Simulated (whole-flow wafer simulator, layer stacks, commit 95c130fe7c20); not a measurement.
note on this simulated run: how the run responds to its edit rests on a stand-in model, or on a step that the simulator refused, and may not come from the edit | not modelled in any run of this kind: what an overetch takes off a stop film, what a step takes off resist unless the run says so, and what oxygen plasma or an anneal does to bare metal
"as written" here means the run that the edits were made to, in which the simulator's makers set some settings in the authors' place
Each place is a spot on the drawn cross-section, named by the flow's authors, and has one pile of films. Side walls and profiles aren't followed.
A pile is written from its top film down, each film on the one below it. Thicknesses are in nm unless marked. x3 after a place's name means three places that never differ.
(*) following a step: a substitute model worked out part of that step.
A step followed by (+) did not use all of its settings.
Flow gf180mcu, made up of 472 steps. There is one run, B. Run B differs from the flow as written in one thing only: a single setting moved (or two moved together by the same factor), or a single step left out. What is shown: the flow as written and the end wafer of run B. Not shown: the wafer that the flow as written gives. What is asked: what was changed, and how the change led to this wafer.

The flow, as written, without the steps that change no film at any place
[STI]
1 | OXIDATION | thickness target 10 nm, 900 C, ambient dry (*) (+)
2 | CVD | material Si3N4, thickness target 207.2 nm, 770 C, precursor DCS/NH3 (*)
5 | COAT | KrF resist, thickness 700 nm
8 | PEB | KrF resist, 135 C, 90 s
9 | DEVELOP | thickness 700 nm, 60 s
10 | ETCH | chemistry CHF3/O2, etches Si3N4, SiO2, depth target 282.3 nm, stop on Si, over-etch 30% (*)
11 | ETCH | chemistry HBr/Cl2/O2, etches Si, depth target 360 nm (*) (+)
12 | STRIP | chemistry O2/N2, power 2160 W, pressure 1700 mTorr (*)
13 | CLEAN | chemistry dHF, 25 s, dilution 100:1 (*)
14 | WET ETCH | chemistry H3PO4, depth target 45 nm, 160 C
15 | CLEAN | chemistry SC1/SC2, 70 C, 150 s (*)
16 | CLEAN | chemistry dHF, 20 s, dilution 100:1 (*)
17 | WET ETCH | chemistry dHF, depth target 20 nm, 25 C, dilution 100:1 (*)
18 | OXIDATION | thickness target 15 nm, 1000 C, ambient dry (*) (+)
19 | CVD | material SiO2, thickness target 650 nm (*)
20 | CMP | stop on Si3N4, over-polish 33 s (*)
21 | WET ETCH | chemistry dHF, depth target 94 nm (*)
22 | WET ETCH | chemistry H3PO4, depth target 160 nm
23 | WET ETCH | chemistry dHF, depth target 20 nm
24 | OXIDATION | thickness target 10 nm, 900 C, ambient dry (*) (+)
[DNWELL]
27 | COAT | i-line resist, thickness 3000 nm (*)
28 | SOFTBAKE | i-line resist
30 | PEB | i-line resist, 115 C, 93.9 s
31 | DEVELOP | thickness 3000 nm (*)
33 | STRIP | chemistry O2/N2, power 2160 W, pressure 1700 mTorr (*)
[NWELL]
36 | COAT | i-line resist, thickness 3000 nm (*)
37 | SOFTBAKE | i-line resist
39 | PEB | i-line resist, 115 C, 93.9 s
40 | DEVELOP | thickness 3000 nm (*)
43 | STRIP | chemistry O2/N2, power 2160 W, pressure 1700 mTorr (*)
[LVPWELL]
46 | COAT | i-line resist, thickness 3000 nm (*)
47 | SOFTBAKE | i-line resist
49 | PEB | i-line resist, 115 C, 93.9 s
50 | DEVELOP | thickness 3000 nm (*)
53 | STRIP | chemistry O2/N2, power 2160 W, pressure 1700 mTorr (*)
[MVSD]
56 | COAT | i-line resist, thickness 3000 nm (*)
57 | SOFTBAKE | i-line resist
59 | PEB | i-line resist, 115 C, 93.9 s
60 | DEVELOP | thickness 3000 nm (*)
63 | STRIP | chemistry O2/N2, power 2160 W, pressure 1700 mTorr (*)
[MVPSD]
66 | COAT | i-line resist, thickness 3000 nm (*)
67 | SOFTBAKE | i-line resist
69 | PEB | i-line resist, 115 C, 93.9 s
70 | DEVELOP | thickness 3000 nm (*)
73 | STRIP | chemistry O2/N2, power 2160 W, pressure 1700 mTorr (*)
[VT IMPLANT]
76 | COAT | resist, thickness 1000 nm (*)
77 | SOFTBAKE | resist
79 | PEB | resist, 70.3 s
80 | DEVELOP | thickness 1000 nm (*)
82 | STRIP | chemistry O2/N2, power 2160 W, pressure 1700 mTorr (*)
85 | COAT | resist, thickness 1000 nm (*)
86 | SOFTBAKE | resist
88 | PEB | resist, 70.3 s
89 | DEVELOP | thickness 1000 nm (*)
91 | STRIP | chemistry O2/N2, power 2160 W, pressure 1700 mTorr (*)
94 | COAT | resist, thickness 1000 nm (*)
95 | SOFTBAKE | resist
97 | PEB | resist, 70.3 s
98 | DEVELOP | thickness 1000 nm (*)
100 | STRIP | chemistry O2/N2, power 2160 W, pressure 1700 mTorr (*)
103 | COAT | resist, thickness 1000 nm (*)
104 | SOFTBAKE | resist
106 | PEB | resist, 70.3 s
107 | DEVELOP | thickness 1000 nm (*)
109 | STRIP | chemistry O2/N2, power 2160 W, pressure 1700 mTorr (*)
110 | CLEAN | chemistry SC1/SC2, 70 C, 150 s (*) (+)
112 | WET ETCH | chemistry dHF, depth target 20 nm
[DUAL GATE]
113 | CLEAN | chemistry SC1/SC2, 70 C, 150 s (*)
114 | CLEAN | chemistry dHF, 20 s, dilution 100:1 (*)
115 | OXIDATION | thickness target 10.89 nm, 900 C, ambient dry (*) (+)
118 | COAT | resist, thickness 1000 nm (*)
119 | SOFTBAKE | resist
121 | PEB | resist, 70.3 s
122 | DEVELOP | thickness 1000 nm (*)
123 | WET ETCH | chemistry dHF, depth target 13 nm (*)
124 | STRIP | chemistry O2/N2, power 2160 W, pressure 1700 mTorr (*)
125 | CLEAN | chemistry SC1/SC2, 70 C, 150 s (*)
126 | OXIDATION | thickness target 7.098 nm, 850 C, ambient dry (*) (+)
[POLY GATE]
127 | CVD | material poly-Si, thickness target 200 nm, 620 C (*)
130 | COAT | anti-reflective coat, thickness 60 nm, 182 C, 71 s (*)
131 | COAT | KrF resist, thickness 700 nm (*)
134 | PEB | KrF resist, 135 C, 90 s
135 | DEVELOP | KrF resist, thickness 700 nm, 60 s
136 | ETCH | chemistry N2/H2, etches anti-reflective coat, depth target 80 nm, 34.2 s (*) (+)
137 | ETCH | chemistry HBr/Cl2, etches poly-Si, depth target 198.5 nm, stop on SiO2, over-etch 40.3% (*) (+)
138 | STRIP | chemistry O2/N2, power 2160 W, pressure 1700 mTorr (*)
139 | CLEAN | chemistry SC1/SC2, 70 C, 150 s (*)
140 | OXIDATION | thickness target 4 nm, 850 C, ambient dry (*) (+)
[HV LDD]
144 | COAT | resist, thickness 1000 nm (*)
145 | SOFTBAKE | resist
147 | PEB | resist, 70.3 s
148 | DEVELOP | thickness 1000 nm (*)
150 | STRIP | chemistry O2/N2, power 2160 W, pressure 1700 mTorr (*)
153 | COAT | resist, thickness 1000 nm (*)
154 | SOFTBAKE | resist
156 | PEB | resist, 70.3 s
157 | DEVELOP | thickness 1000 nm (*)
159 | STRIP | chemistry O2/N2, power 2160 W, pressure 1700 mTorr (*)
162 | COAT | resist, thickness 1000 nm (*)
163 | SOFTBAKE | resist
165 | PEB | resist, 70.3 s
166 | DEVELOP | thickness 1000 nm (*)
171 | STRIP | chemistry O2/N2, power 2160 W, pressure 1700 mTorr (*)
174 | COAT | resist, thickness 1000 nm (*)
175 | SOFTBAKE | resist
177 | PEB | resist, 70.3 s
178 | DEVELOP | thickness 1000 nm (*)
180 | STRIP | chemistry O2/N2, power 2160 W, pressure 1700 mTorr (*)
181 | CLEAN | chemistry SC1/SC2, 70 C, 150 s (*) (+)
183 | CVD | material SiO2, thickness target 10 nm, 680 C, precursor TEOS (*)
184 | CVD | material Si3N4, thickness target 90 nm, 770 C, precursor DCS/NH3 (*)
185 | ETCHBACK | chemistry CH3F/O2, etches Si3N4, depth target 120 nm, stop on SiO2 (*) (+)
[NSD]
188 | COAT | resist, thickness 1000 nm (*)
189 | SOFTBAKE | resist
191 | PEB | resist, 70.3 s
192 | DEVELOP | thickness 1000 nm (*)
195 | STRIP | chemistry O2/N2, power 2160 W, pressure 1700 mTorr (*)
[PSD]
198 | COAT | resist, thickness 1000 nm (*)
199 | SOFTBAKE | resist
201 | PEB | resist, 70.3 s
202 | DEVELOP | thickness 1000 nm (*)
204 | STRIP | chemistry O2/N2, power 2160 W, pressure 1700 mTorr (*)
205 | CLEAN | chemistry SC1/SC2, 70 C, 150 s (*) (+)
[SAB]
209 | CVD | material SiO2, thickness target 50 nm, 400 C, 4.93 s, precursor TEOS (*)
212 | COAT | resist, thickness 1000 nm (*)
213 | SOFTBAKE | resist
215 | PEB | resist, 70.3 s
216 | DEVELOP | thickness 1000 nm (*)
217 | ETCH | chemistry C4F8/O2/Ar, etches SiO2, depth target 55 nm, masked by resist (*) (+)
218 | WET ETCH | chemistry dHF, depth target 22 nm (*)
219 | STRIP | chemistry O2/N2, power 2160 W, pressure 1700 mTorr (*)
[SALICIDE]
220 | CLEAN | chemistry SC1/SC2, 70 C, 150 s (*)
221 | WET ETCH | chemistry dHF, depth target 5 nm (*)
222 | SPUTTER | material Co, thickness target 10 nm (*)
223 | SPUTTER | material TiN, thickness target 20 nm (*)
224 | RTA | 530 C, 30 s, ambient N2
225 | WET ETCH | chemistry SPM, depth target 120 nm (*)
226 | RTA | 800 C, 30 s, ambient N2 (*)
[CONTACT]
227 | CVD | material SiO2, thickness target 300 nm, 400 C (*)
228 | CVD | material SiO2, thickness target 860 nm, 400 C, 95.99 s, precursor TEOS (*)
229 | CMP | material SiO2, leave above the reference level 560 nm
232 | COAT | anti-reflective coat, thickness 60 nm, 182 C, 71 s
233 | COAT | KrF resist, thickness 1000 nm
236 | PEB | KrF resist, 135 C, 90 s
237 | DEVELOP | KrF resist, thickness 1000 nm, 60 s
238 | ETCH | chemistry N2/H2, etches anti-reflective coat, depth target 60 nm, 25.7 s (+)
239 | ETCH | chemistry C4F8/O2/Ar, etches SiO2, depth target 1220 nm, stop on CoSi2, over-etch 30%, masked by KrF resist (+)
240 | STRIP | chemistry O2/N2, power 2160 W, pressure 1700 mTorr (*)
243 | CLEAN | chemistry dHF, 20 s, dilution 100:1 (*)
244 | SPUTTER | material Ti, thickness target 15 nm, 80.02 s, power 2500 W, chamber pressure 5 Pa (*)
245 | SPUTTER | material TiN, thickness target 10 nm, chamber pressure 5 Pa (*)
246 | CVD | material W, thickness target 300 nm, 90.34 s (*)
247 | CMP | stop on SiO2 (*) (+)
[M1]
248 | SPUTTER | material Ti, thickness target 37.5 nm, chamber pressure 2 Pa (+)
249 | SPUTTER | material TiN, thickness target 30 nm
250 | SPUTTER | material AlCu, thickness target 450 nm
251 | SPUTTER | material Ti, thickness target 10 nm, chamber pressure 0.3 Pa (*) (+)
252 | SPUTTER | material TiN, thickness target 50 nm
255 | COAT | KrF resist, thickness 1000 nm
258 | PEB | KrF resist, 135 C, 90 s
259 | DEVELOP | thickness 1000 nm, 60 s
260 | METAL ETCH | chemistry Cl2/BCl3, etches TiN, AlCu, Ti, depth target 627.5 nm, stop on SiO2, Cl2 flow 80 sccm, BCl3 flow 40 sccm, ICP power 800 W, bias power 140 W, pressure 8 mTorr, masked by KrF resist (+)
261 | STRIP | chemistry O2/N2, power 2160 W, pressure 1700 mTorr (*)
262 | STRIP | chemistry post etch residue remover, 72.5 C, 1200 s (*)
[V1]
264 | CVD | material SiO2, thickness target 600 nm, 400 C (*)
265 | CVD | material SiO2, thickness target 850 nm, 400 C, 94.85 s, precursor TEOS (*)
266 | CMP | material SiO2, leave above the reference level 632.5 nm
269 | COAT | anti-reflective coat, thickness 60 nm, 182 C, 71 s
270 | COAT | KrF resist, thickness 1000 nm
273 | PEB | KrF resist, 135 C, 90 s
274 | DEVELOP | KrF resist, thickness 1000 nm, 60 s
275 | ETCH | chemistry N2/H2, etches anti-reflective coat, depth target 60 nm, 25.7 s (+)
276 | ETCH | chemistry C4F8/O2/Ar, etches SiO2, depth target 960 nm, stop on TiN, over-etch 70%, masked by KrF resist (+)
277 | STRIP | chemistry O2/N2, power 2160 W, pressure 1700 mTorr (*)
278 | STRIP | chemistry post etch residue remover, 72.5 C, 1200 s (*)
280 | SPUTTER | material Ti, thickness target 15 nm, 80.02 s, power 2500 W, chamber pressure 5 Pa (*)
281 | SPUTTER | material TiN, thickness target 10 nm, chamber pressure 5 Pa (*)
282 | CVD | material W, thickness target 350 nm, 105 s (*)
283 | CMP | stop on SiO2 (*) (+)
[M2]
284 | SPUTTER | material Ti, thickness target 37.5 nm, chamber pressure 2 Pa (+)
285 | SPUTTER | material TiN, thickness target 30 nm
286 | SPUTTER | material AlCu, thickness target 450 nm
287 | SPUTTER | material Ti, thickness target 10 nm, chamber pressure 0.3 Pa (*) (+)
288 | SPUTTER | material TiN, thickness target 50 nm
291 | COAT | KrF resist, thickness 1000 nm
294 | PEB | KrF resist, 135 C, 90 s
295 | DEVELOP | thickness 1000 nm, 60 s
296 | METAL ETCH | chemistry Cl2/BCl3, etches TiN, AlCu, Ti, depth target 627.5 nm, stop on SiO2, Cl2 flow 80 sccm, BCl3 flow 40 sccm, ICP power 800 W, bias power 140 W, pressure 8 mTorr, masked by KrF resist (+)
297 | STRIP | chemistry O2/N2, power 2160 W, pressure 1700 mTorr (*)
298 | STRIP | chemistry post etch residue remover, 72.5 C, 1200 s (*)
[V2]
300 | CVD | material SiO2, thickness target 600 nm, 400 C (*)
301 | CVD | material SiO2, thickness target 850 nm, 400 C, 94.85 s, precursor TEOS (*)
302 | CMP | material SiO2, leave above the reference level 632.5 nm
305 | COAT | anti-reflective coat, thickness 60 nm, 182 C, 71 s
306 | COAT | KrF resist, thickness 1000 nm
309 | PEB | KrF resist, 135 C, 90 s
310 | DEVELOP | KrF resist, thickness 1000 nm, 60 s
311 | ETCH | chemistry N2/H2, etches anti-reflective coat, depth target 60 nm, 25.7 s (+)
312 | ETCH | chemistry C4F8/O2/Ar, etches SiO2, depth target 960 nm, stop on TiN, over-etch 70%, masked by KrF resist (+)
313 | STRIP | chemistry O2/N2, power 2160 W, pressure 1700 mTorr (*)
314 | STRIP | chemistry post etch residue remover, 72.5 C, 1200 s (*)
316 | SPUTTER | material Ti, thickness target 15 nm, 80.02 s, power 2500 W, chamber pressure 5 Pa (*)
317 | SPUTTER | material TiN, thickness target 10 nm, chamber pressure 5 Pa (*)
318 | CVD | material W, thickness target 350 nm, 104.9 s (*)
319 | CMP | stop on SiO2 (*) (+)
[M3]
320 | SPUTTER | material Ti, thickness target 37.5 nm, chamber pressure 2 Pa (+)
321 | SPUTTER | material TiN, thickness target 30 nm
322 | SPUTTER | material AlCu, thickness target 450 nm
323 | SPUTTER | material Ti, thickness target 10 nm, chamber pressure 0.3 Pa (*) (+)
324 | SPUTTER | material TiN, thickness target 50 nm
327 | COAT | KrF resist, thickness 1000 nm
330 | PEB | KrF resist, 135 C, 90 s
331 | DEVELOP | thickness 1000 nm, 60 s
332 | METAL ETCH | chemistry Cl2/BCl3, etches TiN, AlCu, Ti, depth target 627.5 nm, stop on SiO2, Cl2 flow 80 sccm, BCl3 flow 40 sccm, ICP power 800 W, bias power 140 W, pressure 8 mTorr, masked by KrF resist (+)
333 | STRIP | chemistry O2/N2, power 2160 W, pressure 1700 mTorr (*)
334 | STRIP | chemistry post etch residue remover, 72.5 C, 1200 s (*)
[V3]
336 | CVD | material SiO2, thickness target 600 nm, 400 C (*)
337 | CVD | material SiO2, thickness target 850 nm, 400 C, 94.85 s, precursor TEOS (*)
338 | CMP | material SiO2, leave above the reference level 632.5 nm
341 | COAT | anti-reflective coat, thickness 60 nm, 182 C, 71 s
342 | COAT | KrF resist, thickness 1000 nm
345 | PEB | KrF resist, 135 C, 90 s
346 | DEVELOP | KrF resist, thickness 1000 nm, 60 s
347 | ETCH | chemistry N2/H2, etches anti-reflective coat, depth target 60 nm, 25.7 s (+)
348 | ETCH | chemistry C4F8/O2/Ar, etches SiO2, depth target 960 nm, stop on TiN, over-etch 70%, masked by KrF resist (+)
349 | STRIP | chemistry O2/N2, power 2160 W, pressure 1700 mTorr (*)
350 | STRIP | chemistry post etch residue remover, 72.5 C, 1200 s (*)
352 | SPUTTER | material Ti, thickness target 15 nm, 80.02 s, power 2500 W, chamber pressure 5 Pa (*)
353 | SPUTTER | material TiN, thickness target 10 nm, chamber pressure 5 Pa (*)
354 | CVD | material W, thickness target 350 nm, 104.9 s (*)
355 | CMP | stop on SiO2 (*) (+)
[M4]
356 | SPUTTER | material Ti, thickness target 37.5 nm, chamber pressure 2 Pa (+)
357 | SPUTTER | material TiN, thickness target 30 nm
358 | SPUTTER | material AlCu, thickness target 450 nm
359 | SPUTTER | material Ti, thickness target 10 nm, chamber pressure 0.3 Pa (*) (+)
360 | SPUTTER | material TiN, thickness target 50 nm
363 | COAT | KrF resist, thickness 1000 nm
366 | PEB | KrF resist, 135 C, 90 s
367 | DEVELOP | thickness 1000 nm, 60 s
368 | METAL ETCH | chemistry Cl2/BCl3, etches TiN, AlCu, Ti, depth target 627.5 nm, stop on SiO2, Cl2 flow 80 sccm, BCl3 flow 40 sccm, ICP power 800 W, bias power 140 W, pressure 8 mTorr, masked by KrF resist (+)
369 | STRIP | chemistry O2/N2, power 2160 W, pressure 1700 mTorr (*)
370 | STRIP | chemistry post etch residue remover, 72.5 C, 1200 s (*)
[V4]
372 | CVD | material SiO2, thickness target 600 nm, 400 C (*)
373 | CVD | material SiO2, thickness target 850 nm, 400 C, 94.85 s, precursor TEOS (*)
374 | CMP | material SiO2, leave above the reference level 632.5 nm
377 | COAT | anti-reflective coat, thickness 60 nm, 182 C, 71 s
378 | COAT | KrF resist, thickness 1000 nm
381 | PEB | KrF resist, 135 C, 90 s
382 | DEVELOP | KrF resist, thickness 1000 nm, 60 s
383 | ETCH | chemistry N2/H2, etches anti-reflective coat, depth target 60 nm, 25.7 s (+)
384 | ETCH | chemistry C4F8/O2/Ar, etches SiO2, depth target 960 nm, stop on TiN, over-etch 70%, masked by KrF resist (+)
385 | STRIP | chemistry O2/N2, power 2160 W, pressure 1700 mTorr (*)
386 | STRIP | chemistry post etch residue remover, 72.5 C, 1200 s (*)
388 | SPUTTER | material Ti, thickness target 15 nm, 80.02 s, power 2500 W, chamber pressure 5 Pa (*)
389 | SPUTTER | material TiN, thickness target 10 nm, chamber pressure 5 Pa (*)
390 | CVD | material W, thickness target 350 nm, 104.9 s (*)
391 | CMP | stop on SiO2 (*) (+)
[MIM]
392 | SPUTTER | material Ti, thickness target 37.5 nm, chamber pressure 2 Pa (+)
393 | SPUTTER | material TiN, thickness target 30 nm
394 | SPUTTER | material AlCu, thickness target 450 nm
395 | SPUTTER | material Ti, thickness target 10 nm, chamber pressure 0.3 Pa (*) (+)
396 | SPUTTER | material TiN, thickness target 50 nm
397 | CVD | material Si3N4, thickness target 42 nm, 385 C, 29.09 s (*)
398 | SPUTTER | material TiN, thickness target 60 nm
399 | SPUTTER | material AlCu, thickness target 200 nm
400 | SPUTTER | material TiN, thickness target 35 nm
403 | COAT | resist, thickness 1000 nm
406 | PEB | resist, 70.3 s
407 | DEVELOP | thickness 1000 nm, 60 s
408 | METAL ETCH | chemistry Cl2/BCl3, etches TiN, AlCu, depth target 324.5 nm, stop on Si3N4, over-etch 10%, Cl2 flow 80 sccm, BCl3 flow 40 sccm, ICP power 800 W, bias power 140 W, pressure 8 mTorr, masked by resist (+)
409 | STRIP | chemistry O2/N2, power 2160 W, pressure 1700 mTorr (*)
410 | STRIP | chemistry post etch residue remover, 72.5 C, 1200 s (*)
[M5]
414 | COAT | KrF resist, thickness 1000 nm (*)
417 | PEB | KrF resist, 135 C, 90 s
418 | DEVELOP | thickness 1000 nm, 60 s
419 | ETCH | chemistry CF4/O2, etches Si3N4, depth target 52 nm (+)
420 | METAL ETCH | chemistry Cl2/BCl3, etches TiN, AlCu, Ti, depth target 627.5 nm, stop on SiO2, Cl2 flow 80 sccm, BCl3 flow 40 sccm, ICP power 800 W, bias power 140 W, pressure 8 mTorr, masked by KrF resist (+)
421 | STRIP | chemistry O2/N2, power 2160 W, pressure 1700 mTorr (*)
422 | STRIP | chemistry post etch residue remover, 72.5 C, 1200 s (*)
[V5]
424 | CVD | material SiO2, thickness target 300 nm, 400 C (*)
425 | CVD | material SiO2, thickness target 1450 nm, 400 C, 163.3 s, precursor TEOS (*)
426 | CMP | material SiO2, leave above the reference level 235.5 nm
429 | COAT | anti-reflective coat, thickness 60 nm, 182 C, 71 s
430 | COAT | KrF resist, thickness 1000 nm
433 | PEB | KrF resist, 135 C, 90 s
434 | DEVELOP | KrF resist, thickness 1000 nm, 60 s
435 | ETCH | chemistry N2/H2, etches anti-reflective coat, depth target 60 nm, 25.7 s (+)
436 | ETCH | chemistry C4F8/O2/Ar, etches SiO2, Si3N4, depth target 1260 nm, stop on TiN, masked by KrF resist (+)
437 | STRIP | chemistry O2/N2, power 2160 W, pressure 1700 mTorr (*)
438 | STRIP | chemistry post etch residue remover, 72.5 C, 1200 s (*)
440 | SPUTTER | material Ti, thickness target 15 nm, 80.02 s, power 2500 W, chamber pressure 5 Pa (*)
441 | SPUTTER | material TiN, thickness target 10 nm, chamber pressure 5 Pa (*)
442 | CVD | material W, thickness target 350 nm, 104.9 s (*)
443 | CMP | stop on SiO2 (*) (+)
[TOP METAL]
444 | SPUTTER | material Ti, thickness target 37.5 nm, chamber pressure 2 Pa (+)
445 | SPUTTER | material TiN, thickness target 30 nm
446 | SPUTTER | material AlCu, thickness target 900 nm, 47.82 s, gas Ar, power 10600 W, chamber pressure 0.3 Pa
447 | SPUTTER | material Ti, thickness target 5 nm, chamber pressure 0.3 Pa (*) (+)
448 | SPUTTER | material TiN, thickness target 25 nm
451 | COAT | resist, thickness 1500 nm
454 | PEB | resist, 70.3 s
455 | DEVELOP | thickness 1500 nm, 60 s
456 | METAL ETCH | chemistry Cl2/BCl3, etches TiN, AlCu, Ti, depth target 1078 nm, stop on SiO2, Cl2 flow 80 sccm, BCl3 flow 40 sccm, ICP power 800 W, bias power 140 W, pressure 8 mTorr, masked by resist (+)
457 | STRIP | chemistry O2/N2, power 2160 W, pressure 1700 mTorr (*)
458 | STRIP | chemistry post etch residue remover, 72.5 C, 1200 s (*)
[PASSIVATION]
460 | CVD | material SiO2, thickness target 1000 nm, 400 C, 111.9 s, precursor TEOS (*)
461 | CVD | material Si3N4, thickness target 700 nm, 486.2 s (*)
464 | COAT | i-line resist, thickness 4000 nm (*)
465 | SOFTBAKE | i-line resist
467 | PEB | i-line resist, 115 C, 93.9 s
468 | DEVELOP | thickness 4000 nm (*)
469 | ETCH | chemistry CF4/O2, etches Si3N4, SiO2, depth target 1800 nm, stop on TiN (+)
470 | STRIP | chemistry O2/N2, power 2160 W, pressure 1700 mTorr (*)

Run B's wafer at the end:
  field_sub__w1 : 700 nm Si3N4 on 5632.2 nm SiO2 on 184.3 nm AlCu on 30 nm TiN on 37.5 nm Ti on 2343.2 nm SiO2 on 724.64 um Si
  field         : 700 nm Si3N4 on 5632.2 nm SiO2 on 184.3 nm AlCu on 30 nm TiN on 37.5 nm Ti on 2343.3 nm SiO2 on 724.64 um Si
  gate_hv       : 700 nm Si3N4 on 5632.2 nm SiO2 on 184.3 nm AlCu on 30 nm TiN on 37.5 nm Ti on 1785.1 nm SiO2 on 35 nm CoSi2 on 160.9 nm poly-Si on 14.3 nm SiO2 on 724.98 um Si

The reason: step 296, METAL ETCH: depth target 320 nm was run, whereas the flow has depth target 627.5 nm.

The path from the change to this, step by step:
  296 | METAL ETCH | chemistry Cl2/BCl3, etches TiN, AlCu, Ti, depth target 627.5 nm, stop on SiO2, Cl2 flow 80 sccm, BCl3 flow 40 sccm, ICP power 800 W, bias power 140 W, pressure 8 mTorr, masked by KrF resist (+)
      field, field__w1, field__w2 and 103 more: TiN loses 50 (all of it), Ti loses 10 (all of it), AlCu loses 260 (it would be, as written: TiN loses 50 (all of it), Ti loses 10 (all of it), AlCu loses 450 (all of it), TiN loses 30 (all of it), Ti loses 37.5 (all of it))
      field__w8, contact, m1, m1__w1, m1_nw: KrF resist loses 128 (it would be, as written: KrF resist loses 251)
  297 | STRIP | chemistry O2/N2, power 2160 W, pressure 1700 mTorr (*)
      field__w8, contact, m1, m1__w1, m1_nw: KrF resist loses 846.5 (all of it) (it would be, as written: KrF resist loses 723.5 (all of it))
  298 | STRIP | chemistry post etch residue remover, 72.5 C, 1200 s (*)
      field, field__w1, field__w2 and 103 more: AlCu loses 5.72 (it would be, as written: nothing)
  300 | CVD | material SiO2, thickness target 600 nm, 400 C (*)
      field, field__w1, field__w2 and 103 more: SiO2 gains 600 (new film) (it would be, as written: SiO2 gains 600)
  302 | CMP | material SiO2, leave above the reference level 632.5 nm
      field, field__w1, field__w2 and 103 more: SiO2 loses 551.8 (it would be, as written: SiO2 loses 300)
With metal films that touch counted as one body, field_sub__w1 has 1 body; the flow as written gives 0 bodies.
With metal films that touch counted as one body, field has 1 body; the flow as written gives 0 bodies.
With metal films that touch counted as one body, gate_hv has 2 bodies (between them, from the top down: SiO2 1785.1); the flow as written gives 1 body.
